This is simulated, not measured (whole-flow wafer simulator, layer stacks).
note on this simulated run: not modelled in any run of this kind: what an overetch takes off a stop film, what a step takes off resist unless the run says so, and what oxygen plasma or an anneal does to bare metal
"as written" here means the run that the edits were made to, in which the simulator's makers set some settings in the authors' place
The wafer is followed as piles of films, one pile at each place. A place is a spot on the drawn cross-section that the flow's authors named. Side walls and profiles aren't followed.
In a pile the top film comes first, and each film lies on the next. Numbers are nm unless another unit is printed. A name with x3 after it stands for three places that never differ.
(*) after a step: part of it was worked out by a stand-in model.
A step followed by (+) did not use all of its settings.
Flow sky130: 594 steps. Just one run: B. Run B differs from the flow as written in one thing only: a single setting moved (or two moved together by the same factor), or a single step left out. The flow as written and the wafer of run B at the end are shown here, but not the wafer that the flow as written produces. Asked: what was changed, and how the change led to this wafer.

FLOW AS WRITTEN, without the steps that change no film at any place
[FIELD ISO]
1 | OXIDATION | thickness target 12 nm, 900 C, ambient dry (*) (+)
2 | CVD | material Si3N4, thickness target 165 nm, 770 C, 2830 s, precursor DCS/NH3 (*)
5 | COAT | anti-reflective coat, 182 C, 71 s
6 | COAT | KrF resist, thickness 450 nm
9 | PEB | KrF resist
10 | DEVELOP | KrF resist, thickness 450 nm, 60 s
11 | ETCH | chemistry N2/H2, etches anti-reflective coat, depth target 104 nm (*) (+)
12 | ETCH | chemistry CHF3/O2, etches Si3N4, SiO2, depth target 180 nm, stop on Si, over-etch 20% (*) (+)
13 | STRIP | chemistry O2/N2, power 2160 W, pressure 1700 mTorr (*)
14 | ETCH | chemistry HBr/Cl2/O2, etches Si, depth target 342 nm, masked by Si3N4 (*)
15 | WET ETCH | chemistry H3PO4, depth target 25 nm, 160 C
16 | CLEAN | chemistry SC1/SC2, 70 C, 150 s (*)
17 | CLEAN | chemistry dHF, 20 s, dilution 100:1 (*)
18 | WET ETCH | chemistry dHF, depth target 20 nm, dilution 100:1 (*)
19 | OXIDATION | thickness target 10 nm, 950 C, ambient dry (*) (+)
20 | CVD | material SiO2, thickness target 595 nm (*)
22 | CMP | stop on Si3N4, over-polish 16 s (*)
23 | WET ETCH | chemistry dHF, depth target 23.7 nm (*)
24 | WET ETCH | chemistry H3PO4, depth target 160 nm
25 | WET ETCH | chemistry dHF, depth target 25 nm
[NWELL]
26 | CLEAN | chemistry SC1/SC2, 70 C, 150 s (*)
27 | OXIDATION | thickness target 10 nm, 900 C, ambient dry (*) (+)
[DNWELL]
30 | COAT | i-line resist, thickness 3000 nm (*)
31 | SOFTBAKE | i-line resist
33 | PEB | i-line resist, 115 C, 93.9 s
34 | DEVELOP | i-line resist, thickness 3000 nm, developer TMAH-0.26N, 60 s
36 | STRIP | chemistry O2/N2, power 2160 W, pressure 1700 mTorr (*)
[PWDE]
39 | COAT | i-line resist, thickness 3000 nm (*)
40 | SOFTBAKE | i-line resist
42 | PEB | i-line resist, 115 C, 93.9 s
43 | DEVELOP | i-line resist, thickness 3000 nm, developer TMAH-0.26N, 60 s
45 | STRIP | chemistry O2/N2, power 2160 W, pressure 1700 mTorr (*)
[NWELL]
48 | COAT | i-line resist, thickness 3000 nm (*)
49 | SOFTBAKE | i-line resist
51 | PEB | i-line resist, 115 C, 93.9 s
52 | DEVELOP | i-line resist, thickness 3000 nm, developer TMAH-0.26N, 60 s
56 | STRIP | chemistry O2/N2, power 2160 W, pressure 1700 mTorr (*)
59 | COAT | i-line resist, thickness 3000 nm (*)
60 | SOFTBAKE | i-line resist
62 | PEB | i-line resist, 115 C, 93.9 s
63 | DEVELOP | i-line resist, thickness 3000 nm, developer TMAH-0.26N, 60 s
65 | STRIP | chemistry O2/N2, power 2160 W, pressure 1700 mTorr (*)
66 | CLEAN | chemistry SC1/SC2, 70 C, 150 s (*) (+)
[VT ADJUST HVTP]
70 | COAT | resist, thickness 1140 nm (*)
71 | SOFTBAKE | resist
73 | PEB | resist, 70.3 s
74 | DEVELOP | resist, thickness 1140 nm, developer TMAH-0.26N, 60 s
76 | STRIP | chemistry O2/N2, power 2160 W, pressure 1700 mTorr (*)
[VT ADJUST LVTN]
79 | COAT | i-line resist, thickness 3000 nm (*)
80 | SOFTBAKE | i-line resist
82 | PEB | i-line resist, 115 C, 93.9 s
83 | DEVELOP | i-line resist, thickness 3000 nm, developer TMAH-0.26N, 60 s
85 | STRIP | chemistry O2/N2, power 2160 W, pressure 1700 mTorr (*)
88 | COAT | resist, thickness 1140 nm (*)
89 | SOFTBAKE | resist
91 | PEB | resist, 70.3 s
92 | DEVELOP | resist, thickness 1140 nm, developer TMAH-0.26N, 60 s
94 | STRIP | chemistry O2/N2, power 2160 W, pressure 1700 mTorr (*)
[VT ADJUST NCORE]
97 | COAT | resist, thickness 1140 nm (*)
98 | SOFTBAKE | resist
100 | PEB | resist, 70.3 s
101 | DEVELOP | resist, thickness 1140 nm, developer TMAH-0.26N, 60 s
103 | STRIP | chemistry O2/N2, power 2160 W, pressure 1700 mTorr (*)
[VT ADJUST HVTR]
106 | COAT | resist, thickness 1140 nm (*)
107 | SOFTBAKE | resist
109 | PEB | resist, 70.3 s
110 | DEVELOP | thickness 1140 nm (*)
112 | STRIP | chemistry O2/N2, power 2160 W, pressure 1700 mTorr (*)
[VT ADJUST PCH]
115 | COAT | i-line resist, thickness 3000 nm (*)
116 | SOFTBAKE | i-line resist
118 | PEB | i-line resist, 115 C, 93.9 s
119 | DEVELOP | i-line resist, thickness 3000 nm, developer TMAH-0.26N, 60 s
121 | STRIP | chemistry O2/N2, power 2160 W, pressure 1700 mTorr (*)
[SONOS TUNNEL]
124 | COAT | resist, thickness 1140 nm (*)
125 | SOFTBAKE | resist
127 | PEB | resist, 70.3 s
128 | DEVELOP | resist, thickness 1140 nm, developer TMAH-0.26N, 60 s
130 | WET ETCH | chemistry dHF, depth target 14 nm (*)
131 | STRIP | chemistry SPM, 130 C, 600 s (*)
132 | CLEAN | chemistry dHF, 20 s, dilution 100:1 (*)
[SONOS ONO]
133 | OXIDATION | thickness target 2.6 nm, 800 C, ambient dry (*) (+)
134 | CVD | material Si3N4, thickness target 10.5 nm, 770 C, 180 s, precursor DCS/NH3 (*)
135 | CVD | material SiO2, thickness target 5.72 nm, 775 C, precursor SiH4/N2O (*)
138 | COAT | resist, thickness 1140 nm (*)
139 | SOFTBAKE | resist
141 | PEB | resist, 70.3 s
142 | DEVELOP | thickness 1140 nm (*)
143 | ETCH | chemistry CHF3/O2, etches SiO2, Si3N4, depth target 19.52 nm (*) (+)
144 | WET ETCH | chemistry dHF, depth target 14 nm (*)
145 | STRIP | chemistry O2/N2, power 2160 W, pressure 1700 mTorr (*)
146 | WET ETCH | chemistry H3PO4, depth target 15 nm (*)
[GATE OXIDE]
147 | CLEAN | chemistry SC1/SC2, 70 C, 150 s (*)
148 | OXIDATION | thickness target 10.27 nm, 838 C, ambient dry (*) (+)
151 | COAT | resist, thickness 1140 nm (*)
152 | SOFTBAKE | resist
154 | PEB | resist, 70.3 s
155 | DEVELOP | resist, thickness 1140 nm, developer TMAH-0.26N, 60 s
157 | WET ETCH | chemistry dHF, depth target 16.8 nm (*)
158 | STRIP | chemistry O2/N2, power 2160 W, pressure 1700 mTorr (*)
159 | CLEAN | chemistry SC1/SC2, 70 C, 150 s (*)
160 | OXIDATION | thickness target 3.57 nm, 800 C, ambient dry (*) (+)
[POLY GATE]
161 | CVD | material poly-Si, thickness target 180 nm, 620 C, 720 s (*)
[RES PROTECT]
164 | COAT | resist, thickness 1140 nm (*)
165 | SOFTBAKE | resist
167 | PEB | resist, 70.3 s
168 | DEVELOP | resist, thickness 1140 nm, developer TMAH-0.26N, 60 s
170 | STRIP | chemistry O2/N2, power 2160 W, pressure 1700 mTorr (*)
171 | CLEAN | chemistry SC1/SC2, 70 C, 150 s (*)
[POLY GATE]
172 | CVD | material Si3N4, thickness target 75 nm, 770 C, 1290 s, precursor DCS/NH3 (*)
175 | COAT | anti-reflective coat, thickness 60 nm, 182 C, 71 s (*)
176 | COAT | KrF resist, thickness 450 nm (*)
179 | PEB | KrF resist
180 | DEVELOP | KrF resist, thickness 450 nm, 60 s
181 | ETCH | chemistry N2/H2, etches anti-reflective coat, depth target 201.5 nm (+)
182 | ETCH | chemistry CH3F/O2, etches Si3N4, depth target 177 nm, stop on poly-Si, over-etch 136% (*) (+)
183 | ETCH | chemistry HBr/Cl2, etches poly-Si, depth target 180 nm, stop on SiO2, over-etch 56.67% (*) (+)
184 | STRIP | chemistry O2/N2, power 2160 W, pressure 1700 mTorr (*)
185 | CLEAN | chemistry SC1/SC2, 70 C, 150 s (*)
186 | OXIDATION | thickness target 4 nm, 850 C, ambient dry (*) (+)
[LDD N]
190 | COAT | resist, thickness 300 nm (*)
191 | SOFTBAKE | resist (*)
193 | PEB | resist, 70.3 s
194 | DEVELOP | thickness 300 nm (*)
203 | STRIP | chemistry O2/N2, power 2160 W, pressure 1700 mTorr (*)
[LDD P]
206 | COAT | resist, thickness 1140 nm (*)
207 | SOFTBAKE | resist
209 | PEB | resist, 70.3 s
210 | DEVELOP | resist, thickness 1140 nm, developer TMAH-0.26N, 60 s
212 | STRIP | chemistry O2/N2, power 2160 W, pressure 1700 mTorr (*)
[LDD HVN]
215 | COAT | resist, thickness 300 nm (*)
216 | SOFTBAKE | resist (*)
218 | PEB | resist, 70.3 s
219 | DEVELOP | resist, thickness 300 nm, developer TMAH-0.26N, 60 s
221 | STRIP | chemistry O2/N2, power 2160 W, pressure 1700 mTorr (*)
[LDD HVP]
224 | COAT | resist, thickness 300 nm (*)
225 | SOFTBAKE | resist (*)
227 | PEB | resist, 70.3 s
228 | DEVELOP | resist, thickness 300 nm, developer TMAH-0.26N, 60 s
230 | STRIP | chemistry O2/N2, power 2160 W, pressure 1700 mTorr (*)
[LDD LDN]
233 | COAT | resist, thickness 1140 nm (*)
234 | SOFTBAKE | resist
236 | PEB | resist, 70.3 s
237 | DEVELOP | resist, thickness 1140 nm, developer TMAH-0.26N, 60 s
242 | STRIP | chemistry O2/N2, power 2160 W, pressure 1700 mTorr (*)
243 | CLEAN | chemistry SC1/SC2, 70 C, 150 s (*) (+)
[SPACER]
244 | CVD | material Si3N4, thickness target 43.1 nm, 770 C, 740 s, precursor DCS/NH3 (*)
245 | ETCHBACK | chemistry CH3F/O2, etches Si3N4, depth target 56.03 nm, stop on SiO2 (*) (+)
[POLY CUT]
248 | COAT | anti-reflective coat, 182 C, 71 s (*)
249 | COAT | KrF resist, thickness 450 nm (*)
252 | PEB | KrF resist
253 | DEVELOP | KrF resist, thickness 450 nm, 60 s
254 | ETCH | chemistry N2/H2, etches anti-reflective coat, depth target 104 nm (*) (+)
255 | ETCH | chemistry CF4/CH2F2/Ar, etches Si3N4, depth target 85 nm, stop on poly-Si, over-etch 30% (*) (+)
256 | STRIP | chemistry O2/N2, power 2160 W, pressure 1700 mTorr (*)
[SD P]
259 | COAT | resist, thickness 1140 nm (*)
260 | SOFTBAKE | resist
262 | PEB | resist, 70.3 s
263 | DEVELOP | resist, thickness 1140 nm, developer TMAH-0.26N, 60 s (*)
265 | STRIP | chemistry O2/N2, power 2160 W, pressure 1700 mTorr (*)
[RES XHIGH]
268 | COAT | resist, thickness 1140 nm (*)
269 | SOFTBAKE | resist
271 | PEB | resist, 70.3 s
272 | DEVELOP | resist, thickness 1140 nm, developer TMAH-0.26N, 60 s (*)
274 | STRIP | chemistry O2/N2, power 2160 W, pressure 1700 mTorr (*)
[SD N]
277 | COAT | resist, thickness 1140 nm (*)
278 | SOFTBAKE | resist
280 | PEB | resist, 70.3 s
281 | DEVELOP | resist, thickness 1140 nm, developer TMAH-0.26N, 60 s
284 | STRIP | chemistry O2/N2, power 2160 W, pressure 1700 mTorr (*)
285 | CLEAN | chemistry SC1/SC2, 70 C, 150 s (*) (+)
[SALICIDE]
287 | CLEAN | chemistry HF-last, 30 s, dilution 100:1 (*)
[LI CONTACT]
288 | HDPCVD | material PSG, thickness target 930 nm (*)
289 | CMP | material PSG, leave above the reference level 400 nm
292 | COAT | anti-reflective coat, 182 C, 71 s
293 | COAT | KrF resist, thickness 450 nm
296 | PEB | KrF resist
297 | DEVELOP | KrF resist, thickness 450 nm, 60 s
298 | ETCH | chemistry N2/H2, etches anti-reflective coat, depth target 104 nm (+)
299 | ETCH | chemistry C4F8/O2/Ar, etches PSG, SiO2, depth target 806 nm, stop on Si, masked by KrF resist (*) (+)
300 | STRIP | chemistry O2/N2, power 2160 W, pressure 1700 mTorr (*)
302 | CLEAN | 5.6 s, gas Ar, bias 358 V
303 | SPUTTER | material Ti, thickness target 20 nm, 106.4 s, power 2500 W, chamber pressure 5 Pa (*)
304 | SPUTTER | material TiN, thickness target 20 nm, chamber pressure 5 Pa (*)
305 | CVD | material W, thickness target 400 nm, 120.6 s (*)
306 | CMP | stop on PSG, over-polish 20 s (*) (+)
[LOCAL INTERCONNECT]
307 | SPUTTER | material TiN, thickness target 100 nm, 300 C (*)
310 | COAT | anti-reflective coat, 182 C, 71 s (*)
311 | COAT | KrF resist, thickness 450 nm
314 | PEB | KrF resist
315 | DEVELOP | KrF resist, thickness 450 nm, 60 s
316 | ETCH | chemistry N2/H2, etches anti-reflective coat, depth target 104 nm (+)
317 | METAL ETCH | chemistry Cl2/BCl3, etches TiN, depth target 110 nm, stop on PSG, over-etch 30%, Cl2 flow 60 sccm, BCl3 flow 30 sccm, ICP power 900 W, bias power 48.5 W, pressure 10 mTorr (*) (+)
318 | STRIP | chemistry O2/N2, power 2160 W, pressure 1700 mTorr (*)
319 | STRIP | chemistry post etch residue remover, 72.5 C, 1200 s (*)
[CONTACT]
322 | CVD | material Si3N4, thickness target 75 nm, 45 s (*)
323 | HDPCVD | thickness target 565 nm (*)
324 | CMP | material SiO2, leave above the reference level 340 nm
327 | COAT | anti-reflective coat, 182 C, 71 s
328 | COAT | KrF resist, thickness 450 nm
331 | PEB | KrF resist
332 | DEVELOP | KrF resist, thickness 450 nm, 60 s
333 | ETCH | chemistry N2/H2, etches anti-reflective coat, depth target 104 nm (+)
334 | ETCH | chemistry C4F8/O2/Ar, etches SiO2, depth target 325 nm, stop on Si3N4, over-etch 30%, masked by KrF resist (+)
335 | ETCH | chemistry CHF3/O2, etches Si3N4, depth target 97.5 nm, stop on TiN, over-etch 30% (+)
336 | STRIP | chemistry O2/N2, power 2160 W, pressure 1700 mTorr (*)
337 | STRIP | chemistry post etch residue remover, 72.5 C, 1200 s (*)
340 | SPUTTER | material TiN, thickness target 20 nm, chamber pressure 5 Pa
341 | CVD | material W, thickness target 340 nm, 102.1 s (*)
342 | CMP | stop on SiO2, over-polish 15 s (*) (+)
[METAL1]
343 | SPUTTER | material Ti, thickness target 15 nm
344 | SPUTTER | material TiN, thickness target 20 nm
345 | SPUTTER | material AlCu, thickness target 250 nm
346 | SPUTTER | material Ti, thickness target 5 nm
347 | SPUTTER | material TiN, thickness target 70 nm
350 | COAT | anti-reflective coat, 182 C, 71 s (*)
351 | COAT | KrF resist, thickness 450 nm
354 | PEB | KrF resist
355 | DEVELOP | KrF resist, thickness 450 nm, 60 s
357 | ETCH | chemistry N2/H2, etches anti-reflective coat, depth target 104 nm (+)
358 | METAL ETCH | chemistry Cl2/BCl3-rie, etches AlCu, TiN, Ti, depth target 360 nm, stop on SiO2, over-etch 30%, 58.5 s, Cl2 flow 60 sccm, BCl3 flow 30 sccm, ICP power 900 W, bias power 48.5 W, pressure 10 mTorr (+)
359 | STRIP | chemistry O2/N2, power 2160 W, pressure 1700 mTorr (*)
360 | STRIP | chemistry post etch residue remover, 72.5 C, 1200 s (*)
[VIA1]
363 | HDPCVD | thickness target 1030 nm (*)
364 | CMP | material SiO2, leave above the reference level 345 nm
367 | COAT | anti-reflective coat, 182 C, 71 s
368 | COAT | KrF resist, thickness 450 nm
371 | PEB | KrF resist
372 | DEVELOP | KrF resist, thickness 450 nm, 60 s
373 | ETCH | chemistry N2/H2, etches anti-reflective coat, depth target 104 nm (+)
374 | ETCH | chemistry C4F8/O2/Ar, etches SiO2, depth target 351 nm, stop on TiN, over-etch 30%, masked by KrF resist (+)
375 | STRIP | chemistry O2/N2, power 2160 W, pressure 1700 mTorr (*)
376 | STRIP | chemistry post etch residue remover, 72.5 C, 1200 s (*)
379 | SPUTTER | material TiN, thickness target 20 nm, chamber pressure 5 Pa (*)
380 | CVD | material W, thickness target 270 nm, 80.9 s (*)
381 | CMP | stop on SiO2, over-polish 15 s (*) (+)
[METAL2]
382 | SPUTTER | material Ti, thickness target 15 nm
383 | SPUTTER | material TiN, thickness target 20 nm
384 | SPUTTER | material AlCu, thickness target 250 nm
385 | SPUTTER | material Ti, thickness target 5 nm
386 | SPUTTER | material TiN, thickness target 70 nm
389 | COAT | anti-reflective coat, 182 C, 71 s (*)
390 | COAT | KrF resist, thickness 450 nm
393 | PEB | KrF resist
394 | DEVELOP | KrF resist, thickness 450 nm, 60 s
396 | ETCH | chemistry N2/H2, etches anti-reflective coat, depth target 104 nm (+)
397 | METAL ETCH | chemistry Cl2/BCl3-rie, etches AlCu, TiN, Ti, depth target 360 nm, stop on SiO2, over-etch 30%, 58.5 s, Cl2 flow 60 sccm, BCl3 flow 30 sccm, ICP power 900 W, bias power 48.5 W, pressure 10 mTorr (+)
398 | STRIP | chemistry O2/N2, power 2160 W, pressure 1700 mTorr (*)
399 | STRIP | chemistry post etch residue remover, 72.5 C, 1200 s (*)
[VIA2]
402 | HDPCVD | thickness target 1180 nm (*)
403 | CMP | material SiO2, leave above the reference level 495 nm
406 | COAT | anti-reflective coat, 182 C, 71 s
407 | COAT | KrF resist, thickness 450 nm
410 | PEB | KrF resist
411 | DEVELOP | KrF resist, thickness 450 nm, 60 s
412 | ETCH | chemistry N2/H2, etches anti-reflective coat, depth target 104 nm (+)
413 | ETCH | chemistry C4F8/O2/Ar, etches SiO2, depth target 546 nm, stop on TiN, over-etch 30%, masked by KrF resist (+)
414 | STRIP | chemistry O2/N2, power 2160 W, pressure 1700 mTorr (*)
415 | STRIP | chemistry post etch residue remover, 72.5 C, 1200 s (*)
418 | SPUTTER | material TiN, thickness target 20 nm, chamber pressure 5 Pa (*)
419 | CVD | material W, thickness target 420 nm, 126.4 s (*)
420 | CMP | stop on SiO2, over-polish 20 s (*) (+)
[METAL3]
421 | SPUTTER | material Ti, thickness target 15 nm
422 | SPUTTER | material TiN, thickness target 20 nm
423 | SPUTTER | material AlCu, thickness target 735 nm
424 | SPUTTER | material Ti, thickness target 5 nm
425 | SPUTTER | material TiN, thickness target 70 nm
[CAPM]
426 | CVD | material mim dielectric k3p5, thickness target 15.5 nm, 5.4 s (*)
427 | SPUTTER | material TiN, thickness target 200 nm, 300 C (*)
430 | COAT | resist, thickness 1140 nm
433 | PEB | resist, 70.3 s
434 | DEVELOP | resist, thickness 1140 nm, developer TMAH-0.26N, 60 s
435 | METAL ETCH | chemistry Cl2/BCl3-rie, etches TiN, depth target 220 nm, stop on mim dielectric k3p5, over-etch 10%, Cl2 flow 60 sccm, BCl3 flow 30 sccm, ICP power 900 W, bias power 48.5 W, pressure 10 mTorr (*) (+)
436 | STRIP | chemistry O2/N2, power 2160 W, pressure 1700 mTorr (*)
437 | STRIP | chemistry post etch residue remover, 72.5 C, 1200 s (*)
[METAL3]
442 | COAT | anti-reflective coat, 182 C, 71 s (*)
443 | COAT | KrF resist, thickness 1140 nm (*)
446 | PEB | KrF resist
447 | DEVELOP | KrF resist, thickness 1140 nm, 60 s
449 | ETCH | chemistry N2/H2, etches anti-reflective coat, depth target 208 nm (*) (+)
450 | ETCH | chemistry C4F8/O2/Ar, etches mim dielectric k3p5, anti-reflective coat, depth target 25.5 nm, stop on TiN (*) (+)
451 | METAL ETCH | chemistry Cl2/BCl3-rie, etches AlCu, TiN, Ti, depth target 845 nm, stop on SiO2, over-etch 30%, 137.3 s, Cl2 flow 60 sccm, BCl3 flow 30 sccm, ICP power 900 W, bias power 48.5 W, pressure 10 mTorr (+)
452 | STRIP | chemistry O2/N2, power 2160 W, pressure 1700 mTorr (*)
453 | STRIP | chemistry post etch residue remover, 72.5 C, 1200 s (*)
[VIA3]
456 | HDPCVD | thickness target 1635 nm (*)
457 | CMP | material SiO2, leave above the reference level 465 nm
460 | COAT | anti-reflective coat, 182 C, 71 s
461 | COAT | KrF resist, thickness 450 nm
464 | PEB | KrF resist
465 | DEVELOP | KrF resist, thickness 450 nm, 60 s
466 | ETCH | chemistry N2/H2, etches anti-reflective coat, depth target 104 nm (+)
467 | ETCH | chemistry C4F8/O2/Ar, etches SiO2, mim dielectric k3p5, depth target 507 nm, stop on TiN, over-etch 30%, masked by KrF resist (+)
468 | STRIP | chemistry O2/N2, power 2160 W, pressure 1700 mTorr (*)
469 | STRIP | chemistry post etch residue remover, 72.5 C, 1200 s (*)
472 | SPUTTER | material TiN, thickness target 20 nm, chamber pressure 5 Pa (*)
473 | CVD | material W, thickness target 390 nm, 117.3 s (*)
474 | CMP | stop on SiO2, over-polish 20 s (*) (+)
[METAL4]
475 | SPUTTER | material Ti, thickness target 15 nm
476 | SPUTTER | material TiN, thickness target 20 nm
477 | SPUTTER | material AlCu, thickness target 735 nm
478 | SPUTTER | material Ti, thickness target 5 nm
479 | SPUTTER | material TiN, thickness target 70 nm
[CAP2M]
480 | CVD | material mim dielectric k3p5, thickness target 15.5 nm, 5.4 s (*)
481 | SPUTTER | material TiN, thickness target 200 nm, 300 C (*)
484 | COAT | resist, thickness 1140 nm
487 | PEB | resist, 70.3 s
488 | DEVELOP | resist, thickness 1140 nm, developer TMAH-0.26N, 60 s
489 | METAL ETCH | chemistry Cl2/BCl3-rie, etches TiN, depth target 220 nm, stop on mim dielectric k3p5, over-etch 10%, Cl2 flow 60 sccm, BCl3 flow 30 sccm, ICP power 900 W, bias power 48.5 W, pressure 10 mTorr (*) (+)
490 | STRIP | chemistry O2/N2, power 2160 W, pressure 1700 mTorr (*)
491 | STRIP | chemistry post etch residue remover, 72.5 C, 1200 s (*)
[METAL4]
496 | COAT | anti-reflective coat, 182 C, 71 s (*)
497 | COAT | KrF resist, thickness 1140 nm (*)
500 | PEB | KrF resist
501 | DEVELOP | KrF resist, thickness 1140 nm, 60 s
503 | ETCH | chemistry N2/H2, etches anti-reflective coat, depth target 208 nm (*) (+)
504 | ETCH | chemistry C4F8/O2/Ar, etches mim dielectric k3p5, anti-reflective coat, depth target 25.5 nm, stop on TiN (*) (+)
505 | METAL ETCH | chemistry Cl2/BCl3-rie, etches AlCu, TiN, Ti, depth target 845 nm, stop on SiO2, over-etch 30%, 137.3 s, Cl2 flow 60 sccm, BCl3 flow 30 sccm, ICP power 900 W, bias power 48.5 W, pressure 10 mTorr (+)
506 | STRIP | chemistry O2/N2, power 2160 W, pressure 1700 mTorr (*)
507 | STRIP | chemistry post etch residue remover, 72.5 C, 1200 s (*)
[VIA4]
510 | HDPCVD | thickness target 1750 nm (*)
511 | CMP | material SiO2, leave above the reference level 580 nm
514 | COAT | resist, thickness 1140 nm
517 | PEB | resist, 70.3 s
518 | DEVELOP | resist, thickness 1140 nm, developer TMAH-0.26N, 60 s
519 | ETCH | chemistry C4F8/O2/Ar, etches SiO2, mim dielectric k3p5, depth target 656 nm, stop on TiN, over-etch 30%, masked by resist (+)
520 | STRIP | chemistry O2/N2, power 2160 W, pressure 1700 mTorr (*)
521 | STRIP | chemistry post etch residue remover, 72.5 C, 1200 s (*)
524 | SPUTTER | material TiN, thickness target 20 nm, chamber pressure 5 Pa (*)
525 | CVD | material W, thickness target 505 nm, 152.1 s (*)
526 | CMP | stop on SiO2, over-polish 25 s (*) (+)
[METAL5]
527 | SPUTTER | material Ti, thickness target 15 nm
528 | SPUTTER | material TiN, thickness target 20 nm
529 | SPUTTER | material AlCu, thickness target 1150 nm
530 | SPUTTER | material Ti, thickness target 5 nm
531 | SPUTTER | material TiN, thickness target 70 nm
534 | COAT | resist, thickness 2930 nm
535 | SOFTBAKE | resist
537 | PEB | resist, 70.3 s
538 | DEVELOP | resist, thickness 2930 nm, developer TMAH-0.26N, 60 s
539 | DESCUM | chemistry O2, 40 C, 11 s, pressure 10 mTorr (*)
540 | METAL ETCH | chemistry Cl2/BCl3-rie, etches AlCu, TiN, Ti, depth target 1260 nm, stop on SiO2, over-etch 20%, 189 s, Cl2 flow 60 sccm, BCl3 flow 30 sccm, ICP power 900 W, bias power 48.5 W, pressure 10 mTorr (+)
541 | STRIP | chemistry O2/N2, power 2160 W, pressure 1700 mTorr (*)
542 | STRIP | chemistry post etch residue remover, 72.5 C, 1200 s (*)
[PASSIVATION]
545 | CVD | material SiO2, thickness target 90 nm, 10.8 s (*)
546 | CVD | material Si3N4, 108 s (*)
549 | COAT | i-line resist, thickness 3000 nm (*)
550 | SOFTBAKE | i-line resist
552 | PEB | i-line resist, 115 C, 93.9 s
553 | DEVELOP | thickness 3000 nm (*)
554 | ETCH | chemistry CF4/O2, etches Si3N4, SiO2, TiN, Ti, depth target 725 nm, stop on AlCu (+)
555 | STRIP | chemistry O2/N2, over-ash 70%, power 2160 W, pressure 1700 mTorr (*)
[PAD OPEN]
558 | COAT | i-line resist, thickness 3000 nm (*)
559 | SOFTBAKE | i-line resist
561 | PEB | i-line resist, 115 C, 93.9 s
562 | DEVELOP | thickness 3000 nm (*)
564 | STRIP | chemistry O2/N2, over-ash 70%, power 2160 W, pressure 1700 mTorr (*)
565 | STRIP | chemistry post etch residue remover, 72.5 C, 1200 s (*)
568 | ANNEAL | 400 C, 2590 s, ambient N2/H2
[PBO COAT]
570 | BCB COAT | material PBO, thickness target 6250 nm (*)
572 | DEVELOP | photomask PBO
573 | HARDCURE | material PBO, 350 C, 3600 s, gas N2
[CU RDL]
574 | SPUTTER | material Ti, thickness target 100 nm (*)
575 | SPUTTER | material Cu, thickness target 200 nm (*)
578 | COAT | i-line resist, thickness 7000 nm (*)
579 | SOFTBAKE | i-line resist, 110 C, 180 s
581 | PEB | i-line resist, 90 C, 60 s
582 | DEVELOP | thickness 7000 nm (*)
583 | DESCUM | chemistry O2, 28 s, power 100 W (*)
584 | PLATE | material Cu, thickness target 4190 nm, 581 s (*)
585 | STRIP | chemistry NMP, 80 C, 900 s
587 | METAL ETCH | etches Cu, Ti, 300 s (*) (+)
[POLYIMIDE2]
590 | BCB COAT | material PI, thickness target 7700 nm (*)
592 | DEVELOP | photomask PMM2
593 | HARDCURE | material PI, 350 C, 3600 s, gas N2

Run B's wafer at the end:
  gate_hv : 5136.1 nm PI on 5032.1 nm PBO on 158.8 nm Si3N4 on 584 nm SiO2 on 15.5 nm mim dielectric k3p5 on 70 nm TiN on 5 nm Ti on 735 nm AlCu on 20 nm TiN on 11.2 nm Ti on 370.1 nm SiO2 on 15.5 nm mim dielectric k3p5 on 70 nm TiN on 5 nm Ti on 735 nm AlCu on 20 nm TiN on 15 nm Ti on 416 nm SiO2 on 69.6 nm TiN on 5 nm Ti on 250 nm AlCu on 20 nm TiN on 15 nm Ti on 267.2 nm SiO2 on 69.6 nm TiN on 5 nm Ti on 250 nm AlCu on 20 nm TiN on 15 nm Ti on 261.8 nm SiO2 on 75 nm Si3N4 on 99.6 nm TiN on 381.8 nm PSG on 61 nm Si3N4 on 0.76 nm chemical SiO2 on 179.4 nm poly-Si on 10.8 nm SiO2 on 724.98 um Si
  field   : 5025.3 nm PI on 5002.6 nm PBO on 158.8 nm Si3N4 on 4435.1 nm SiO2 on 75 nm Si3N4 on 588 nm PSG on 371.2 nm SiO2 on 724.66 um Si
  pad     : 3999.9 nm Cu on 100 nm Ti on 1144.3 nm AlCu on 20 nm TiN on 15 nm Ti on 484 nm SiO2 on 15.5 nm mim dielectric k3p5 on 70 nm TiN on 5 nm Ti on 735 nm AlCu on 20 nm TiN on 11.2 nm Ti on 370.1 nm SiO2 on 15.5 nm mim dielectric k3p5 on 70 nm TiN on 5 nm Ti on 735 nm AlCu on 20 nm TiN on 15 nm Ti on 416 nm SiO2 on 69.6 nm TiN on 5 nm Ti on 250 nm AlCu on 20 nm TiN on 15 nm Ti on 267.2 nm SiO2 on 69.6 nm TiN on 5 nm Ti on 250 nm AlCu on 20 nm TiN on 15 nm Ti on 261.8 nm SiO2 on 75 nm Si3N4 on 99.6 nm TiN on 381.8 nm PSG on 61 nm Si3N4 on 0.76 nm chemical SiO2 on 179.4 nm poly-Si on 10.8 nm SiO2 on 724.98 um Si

Cause: step 475, SPUTTER: thickness target 11.2 nm was run, while the flow as written has thickness target 15 nm.
One can read it off the wafer: gate_hv has Ti 11.2, and step 475 as written asks for 15 nm.

How this came from the change, step by step:
  475 | SPUTTER | material Ti, thickness target 15 nm
      field, active, n_well and 189 more: +11.2 Ti (new film) (in the flow as written it would be: +15 Ti (new film))
  505 | METAL ETCH | chemistry Cl2/BCl3-rie, etches AlCu, TiN, Ti, depth target 845 nm, stop on SiO2, over-etch 30%, 137.3 s, Cl2 flow 60 sccm, BCl3 flow 30 sccm, ICP power 900 W, bias power 48.5 W, pressure 10 mTorr (+)
      field, gate, spacer and 68 more: -70 TiN (all of it), -5 Ti (all of it), -735 AlCu (all of it), -20 TiN (all of it), -11.2 Ti (all of it), -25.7 SiO2 (in the flow as written it would be: -70 TiN (all of it), -5 Ti (all of it), -735 AlCu (all of it), -20 TiN (all of it), -15 Ti (all of it), -25.4 SiO2)
      active, vpp_iso1, mim_edge_plate and 14 more: -70 TiN (all of it), -5 Ti (all of it), -735 AlCu (all of it), -20 TiN (all of it), -11.2 Ti (all of it), -25.7 SiO2 (in the flow as written it would be: -70 TiN (all of it), -5 Ti (all of it), -735 AlCu (all of it), -20 TiN (all of it), -15 Ti (all of it), -25.3 SiO2)
